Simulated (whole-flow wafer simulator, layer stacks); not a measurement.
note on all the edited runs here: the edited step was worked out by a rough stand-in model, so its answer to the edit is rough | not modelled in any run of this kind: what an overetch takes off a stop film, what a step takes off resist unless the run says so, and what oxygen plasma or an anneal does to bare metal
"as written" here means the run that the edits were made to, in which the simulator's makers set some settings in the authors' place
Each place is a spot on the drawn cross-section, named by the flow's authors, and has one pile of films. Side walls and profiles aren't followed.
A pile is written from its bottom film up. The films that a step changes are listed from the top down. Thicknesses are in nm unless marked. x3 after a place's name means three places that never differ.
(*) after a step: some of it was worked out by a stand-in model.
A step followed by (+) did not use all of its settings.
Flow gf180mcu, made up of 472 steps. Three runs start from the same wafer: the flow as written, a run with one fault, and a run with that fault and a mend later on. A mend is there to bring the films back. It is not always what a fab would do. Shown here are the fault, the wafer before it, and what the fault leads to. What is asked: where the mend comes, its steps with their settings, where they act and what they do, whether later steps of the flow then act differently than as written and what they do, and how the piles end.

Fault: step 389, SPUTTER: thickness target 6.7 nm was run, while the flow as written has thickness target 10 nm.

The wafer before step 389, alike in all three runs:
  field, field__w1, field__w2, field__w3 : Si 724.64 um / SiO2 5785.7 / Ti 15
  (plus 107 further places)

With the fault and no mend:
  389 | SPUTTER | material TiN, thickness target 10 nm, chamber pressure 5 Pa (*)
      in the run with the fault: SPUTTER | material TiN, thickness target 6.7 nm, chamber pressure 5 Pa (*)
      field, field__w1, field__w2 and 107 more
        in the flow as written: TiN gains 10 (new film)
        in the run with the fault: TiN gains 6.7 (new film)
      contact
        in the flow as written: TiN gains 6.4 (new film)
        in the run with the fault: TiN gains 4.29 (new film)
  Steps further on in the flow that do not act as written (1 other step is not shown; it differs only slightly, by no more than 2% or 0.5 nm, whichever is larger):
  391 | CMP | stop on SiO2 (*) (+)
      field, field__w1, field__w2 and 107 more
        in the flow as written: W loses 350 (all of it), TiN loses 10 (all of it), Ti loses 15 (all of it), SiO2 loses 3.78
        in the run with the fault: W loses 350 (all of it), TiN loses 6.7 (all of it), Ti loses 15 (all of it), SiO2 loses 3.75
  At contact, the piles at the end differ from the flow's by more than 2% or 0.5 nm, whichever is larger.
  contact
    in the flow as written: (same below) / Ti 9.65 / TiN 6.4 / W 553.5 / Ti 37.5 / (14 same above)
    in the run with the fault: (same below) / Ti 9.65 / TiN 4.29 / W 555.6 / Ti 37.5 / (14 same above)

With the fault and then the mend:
  After step 389 comes the mend.
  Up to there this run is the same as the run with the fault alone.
  389a | SPUTTER | material TiN, thickness target 3.3 nm, chamber pressure 5 Pa (*) (a further turn of the flow's step 389, with different settings)
      field, field__w1, field__w2 and 107 more
        TiN gains 3.3
      contact
        TiN gains 2.11
  Every later step of the flow that is run acts as written at every place that is followed.
  By the end, the piles equal the flow's at every place that both follow.
